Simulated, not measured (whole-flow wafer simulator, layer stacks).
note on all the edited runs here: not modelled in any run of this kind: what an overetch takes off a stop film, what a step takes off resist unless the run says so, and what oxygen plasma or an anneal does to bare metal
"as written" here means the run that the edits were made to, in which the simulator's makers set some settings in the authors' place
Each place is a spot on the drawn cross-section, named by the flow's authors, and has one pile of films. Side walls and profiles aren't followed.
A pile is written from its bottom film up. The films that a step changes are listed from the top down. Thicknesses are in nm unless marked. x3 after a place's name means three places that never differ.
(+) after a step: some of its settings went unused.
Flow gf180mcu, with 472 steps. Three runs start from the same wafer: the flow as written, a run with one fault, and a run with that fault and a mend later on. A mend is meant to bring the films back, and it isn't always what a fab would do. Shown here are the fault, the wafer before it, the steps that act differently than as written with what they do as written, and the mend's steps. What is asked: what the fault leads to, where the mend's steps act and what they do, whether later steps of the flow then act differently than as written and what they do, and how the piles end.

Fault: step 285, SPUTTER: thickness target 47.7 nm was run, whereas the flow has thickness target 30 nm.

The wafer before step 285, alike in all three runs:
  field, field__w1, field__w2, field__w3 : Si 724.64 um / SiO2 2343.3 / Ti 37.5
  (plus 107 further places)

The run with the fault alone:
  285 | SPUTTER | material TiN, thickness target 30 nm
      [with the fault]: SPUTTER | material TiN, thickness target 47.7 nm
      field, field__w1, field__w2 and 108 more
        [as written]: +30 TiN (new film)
        [with the fault]: +47.7 TiN (new film)
  Steps further on in the flow that do not act as written:
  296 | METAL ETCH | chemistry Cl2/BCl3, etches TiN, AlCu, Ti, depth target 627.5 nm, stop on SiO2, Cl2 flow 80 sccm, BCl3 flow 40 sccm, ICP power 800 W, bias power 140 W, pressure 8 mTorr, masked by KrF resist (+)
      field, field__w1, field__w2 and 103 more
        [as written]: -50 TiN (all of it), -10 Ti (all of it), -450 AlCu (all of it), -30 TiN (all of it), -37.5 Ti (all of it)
        [with the fault]: -50 TiN (all of it), -10 Ti (all of it), -450 AlCu (all of it), -47.7 TiN (all of it), -37.5 Ti (all of it)
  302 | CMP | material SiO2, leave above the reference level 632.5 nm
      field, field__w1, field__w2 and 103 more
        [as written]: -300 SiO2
        [with the fault]: -282.3 SiO2
  The piles end different from the flow's at field__w8, contact, m1, m1__w1, m1_nw by more than 2% or 0.5 nm, whichever is larger.
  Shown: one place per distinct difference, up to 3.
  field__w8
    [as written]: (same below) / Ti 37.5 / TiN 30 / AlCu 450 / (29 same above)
    [with the fault]: (same below) / Ti 37.5 / TiN 47.7 / AlCu 450 / (29 same above)
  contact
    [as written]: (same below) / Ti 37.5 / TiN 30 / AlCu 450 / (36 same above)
    [with the fault]: (same below) / Ti 37.5 / TiN 47.7 / AlCu 450 / (36 same above)

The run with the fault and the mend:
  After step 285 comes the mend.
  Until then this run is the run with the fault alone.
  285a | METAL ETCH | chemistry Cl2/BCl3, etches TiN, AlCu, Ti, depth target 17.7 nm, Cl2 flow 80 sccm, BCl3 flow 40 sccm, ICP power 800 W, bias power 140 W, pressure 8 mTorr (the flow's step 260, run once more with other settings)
      field, field__w1, field__w2 and 108 more
        -17.7 TiN
  Every later step of the flow that is run acts as written at every place that is followed.
  By the end, the piles equal the flow's at every place that both follow.
